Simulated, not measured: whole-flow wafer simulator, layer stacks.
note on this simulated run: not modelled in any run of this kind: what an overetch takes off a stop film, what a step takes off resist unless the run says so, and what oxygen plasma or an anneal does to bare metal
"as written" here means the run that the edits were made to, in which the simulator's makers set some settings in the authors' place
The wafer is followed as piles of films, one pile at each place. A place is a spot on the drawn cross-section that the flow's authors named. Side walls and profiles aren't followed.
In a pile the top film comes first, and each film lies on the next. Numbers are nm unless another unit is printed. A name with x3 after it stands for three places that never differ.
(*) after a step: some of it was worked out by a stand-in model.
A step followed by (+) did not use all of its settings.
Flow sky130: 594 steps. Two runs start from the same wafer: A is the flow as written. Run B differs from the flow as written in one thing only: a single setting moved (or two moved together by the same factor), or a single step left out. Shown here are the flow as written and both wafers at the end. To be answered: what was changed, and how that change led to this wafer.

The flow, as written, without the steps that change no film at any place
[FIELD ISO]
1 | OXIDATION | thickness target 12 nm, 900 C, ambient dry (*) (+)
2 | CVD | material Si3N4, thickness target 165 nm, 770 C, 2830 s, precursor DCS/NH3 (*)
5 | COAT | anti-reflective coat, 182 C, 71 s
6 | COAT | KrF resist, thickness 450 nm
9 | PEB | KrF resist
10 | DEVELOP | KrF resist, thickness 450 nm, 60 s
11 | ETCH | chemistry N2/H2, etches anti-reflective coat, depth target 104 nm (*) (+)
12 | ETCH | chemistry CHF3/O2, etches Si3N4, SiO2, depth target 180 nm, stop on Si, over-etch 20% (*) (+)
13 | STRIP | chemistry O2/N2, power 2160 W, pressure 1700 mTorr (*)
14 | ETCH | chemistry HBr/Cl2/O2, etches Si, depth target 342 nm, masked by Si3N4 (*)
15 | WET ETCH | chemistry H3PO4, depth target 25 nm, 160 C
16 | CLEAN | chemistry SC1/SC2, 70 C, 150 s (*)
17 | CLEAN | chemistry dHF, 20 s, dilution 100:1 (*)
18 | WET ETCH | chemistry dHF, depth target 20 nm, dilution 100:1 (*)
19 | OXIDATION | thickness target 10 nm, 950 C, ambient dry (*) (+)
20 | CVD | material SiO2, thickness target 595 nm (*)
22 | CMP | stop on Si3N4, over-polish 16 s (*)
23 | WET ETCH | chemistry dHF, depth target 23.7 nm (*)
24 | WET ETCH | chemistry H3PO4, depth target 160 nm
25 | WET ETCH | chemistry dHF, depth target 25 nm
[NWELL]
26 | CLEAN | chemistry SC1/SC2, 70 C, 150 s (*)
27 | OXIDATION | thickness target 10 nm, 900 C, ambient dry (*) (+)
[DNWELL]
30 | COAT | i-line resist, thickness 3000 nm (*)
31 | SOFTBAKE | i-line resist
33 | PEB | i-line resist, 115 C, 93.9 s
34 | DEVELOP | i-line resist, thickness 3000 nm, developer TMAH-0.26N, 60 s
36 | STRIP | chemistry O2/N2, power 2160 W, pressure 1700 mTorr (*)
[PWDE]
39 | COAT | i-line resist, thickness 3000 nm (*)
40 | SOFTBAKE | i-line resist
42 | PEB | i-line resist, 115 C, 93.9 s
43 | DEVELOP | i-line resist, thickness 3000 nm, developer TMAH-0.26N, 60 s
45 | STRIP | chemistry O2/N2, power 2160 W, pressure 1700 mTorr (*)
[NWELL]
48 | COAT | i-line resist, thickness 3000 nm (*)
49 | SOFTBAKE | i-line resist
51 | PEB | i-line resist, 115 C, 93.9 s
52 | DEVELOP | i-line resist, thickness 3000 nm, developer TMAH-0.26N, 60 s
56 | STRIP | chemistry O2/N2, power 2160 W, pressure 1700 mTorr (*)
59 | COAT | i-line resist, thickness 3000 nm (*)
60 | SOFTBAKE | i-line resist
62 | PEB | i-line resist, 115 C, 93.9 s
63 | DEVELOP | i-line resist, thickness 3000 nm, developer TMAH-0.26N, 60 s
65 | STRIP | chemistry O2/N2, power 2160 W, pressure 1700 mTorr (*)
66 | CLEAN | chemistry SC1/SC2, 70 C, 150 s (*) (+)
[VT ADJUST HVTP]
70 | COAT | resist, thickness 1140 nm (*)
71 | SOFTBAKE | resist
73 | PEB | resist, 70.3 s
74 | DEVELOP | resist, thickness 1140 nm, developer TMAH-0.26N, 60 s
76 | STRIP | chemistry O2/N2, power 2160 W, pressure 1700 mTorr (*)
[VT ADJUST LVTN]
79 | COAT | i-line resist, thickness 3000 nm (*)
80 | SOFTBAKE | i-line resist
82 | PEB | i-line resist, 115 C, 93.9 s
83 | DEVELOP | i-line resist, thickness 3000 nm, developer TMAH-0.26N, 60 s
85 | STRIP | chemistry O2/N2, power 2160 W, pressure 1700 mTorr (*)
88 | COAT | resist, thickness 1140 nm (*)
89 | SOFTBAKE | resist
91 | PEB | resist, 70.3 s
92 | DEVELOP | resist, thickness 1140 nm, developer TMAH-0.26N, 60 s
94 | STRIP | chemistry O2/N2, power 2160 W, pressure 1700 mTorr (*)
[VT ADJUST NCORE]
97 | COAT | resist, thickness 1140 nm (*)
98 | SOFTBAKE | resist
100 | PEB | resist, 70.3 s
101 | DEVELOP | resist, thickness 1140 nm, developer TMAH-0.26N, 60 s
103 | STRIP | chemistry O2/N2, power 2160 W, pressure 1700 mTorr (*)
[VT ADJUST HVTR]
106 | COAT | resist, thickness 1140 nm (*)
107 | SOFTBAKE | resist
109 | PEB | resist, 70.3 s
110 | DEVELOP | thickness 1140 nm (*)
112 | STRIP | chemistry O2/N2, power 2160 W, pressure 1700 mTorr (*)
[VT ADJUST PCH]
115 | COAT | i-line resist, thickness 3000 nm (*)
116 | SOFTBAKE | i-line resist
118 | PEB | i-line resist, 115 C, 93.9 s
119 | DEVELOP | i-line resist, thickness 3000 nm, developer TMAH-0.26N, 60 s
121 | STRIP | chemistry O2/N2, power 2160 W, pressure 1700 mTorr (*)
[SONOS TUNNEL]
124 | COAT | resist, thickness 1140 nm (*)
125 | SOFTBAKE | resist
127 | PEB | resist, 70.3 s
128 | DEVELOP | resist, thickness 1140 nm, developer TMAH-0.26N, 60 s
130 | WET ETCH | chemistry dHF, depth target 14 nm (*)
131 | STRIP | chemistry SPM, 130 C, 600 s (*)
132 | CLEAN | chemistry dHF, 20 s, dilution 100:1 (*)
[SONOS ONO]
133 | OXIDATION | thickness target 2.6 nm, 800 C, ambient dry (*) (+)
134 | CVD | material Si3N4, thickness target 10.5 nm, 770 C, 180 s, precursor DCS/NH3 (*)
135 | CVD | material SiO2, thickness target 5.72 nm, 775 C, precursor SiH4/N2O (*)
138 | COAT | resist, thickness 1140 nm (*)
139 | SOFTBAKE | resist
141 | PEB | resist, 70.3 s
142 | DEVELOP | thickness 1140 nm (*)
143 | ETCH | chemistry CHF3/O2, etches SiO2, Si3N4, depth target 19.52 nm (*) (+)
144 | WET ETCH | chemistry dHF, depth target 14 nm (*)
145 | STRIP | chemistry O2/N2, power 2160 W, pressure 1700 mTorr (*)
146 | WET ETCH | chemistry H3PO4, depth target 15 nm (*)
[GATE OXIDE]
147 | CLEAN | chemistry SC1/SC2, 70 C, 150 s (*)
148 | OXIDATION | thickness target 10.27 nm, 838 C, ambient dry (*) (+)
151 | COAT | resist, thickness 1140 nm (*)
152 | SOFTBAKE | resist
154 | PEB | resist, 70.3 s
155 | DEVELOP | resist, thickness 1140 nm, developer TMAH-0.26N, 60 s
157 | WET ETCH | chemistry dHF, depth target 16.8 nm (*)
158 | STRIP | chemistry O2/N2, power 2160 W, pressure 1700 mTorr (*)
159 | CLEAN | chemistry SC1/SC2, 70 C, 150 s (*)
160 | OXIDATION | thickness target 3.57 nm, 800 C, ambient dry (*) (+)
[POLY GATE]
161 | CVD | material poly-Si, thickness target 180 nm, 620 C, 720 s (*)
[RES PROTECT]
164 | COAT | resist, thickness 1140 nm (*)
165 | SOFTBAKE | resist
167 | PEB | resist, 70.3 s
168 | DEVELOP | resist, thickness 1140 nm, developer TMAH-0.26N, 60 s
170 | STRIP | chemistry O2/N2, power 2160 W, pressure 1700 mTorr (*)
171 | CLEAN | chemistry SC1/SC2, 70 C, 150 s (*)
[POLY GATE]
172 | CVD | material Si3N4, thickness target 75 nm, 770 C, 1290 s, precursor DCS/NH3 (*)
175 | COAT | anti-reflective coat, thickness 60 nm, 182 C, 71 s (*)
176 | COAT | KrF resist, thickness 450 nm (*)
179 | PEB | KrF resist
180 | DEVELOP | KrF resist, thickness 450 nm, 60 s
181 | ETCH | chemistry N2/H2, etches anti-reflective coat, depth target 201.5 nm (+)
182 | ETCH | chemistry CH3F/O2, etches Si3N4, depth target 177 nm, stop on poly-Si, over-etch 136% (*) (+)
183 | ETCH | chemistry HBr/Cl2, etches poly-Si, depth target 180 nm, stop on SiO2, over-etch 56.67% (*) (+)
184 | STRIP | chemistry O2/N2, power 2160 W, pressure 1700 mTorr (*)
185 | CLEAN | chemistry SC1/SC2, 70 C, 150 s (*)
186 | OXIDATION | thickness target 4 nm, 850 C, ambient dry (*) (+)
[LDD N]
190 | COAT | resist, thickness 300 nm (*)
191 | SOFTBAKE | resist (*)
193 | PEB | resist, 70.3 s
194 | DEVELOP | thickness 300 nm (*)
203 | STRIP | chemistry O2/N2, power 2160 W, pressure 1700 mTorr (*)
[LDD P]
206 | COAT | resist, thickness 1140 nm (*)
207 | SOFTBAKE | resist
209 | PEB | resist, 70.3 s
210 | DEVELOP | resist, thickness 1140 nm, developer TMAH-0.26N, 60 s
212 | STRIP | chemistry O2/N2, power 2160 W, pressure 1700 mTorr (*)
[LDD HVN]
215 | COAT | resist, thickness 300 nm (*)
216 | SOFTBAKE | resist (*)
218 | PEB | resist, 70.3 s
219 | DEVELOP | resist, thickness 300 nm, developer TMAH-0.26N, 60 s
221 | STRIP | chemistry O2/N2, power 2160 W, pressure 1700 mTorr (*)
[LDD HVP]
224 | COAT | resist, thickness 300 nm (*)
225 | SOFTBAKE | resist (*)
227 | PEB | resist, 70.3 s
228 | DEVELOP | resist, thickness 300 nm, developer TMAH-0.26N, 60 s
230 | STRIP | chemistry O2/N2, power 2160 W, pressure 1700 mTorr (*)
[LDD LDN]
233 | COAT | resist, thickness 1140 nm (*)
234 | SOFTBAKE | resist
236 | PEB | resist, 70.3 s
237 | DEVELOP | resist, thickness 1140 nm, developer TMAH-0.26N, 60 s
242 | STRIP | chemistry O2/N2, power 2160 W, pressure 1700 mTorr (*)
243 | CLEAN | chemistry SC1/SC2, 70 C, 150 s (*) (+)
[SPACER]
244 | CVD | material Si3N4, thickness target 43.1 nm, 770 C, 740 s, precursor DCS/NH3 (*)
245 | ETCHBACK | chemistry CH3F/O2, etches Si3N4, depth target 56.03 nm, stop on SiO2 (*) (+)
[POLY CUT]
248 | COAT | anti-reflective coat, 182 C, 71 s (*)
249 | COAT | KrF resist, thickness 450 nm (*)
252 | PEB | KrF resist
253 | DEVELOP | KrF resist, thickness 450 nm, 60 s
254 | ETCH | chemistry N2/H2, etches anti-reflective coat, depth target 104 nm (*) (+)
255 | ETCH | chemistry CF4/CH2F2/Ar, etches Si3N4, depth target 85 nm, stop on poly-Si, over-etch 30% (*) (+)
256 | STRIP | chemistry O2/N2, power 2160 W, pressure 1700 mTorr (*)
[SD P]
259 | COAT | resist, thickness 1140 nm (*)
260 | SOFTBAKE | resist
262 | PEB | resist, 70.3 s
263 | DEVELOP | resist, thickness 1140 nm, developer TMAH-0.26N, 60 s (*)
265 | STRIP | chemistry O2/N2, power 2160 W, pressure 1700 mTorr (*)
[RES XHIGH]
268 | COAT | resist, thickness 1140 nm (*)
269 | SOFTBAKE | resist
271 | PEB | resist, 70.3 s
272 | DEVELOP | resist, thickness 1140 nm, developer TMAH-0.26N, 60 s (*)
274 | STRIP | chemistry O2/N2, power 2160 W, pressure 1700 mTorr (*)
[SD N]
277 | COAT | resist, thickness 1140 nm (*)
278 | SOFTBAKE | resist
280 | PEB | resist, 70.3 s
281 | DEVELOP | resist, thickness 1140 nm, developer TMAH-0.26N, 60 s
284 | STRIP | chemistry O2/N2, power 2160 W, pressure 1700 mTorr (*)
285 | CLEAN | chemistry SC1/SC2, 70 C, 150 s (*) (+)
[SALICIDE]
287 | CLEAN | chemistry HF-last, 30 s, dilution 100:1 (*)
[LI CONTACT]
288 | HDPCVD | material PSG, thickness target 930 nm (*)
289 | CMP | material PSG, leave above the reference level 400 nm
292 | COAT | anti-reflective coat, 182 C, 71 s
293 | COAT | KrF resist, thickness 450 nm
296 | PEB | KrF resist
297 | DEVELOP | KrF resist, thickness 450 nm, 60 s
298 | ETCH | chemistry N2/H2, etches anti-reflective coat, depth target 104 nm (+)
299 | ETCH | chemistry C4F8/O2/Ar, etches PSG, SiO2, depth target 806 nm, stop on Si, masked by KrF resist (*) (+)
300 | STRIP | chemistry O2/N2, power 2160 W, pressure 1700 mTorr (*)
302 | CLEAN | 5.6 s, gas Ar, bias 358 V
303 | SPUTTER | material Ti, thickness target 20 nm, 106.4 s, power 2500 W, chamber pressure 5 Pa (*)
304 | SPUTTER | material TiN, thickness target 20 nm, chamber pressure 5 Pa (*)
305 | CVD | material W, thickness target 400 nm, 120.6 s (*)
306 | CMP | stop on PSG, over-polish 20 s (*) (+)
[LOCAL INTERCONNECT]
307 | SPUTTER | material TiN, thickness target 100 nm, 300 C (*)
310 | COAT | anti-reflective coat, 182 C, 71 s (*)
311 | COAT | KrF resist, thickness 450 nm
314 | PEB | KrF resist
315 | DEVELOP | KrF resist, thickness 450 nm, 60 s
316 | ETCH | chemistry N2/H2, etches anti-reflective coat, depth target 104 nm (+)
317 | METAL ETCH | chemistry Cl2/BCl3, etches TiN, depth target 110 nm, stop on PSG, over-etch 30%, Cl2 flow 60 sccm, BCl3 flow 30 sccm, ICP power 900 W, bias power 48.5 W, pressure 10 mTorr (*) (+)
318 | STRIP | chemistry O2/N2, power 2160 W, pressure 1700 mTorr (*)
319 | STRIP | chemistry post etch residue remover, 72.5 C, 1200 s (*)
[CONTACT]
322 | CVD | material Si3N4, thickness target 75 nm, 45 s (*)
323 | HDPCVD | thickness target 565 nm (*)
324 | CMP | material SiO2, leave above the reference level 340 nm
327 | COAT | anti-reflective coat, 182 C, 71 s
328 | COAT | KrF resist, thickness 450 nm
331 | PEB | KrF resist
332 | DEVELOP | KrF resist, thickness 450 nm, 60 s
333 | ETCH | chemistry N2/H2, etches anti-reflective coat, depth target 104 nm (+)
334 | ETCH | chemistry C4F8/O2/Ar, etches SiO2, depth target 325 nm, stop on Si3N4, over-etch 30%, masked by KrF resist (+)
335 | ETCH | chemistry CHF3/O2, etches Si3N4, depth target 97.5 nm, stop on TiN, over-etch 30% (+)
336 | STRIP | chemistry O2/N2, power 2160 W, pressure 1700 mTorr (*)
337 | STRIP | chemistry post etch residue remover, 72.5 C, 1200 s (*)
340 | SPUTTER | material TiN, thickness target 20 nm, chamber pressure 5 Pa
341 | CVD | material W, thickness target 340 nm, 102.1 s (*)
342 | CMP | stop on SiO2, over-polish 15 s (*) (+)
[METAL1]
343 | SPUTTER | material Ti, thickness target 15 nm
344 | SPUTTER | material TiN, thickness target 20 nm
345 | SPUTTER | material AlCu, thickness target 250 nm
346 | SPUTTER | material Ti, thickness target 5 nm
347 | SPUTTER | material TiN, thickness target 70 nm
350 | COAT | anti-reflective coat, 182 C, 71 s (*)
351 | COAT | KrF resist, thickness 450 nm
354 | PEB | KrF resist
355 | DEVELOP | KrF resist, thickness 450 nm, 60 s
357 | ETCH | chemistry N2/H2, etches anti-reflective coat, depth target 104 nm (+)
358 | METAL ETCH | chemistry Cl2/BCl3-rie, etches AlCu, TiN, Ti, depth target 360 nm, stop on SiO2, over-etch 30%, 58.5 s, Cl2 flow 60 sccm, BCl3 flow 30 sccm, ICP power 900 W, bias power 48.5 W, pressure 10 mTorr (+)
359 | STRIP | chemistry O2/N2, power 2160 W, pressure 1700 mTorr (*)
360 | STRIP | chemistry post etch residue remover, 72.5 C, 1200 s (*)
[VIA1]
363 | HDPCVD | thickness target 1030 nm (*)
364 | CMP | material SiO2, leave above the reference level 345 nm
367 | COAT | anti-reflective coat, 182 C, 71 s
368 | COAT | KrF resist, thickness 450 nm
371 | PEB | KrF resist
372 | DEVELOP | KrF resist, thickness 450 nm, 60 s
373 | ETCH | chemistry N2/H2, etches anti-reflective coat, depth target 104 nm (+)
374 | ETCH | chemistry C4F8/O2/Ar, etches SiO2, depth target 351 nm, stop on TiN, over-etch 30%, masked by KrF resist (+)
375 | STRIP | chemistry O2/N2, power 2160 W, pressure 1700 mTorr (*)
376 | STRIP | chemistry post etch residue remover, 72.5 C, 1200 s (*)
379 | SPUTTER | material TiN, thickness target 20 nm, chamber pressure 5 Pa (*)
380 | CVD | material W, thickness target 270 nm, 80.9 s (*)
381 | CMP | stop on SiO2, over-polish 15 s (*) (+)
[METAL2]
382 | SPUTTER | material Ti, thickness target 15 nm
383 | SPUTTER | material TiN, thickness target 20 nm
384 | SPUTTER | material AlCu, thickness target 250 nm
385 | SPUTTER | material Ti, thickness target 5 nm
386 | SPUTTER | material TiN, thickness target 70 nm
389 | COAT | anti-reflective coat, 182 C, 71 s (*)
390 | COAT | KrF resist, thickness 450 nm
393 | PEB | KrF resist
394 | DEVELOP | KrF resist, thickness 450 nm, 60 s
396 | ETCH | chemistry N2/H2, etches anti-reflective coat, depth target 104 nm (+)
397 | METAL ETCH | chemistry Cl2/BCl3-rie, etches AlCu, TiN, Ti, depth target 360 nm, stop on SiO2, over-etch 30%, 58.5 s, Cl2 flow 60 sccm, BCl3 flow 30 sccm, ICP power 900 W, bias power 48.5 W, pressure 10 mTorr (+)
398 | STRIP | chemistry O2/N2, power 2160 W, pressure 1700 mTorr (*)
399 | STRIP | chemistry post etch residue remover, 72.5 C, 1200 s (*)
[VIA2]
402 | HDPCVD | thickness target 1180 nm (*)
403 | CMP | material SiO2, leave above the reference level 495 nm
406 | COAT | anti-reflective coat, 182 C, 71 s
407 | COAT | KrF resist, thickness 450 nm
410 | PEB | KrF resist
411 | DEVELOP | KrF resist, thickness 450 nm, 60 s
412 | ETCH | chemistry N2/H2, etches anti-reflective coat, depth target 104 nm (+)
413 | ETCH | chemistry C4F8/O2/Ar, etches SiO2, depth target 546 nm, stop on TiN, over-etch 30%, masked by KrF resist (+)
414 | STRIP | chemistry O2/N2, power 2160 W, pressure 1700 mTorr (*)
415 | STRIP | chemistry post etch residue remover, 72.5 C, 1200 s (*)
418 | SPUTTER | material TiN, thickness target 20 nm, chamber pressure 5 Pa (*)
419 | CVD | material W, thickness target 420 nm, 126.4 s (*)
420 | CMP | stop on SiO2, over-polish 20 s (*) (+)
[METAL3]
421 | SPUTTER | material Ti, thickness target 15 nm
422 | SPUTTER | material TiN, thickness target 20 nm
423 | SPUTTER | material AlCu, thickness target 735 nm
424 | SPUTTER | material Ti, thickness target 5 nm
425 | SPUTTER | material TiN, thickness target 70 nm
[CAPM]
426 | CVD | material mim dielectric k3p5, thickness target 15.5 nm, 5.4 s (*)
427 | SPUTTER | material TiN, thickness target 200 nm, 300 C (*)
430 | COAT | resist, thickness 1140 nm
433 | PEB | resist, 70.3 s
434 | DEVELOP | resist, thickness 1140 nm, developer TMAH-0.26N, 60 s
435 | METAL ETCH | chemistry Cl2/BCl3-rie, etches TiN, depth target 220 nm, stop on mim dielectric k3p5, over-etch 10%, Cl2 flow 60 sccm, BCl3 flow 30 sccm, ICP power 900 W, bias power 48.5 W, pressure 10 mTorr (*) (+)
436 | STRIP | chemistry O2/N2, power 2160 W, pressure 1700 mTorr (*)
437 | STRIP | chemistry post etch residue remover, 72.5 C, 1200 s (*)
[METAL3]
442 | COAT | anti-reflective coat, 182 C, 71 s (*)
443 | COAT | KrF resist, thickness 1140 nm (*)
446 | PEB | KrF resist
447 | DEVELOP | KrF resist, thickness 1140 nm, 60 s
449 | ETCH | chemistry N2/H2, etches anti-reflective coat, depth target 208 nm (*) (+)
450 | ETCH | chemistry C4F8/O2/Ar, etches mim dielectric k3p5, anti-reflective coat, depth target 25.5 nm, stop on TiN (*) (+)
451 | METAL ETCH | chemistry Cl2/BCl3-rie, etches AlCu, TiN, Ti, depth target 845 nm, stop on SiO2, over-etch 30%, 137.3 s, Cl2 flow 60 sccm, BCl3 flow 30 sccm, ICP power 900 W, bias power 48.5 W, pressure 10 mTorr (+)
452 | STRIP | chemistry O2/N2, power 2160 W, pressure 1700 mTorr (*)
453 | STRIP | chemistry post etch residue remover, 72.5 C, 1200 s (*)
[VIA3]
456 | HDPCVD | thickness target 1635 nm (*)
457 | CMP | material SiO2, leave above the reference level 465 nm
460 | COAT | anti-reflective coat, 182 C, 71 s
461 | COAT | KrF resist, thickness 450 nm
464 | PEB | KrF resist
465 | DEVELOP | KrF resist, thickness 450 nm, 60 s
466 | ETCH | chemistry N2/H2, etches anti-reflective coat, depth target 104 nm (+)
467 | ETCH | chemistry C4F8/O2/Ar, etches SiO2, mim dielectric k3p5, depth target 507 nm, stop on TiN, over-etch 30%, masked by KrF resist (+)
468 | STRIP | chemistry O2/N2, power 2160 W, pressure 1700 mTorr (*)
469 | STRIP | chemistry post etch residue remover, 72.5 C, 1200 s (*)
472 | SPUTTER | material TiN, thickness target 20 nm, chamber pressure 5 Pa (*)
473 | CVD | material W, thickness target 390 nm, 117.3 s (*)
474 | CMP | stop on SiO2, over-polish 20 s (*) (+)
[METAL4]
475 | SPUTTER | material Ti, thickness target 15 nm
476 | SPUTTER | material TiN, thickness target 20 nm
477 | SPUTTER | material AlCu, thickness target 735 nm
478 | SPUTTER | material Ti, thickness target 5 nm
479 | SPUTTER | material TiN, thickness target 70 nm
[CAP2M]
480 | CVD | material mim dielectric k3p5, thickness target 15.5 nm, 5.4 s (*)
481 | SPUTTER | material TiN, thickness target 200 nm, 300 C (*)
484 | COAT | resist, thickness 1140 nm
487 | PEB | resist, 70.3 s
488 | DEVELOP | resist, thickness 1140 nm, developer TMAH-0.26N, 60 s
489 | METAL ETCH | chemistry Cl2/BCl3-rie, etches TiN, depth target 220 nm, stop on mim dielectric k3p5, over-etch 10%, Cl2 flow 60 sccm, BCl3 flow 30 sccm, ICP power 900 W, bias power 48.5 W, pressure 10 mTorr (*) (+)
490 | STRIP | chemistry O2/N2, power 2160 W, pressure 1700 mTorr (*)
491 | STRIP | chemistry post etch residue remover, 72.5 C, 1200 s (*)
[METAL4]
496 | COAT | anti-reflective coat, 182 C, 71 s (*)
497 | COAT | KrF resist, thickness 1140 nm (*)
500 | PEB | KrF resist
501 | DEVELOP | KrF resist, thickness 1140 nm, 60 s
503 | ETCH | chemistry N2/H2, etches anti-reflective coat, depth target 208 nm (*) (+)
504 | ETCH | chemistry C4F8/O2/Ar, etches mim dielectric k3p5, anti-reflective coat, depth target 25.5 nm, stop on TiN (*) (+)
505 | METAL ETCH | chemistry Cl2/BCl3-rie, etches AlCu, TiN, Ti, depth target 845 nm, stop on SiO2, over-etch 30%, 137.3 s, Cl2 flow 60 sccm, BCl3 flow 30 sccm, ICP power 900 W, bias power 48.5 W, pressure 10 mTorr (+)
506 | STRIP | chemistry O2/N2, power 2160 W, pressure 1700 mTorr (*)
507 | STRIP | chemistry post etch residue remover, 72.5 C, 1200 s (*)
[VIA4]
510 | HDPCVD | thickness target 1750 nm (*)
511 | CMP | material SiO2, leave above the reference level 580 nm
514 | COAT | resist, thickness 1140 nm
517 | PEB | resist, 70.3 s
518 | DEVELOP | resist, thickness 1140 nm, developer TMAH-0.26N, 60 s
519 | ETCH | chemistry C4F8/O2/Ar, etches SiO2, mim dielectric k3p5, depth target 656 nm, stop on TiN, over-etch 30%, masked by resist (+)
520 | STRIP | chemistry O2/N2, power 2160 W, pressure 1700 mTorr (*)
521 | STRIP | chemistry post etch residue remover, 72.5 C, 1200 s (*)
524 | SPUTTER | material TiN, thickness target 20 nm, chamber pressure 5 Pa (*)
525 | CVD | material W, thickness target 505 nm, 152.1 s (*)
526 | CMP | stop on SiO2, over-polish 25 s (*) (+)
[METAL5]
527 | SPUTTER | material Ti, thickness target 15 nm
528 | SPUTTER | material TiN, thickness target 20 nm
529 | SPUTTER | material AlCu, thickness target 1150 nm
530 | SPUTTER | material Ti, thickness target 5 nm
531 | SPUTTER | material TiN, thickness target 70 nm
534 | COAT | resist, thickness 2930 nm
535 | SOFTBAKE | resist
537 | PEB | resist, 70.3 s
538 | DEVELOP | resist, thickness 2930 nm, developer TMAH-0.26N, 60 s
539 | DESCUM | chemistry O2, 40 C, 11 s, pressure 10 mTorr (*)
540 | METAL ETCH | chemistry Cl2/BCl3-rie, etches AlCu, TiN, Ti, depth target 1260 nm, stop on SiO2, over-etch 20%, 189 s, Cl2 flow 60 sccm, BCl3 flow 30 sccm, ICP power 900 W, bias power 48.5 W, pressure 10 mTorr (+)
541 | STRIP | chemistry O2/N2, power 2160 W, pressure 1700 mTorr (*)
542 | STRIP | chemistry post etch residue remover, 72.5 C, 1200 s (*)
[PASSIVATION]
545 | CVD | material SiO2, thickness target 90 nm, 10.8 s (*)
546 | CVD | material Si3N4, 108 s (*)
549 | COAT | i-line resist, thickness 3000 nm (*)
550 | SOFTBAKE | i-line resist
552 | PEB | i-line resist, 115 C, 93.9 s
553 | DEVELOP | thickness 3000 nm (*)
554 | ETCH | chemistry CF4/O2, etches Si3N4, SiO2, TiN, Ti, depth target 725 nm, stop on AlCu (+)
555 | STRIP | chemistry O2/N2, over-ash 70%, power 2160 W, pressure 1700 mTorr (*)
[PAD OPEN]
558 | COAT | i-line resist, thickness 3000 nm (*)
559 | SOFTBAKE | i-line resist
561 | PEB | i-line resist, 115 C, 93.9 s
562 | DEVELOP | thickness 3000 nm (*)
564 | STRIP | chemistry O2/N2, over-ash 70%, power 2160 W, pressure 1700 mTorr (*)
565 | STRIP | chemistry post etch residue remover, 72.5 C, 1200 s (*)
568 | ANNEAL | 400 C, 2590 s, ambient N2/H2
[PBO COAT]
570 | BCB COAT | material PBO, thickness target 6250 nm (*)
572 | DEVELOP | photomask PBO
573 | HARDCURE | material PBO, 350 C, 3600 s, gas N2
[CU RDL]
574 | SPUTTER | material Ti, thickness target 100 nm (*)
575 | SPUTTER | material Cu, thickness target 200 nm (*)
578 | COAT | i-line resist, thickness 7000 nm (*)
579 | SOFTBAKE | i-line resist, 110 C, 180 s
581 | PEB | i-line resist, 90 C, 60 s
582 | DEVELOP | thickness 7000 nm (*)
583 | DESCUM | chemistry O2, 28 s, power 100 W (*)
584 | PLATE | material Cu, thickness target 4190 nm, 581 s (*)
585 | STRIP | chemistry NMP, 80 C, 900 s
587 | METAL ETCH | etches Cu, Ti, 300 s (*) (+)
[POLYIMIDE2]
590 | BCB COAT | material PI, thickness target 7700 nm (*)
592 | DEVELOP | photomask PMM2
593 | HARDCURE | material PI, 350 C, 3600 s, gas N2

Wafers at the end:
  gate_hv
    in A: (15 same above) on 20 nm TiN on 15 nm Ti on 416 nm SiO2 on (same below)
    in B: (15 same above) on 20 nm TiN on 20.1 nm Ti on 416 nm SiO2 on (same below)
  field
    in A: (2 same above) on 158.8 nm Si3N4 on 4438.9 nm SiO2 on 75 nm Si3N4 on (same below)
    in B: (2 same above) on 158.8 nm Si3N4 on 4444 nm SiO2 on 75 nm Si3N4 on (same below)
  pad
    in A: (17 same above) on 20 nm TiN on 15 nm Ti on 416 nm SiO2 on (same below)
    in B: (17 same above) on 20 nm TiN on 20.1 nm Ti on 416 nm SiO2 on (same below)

Cause: step 421, SPUTTER: thickness target 20.1 nm was run, though the flow has thickness target 15 nm.
The wafer itself shows it: gate_hv has Ti 20.1, and step 421 as written asks for 15 nm.

How this came from the change, step by step:
  421 | SPUTTER | material Ti, thickness target 15 nm
      field, active, n_well and 188 more: A Ti gains 15 (new film) | B Ti gains 20.1 (new film)
  451 | METAL ETCH | chemistry Cl2/BCl3-rie, etches AlCu, TiN, Ti, depth target 845 nm, stop on SiO2, over-etch 30%, 137.3 s, Cl2 flow 60 sccm, BCl3 flow 30 sccm, ICP power 900 W, bias power 48.5 W, pressure 10 mTorr (+)
      field, gate, spacer and 68 more: A TiN loses 70 (all of it), Ti loses 5 (all of it), AlCu loses 735 (all of it), TiN loses 20 (all of it), Ti loses 15 (all of it), SiO2 loses 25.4 | B TiN loses 70 (all of it), Ti loses 5 (all of it), AlCu loses 735 (all of it), TiN loses 20 (all of it), Ti loses 20.1 (all of it), SiO2 loses 24.8
      active, vpp_ln, vpp_iso2 and 11 more: A TiN loses 70 (all of it), Ti loses 5 (all of it), AlCu loses 735 (all of it), TiN loses 20 (all of it), Ti loses 15 (all of it), SiO2 loses 25.3 | B TiN loses 70 (all of it), Ti loses 5 (all of it), AlCu loses 735 (all of it), TiN loses 20 (all of it), Ti loses 20.1 (all of it), SiO2 loses 24.8
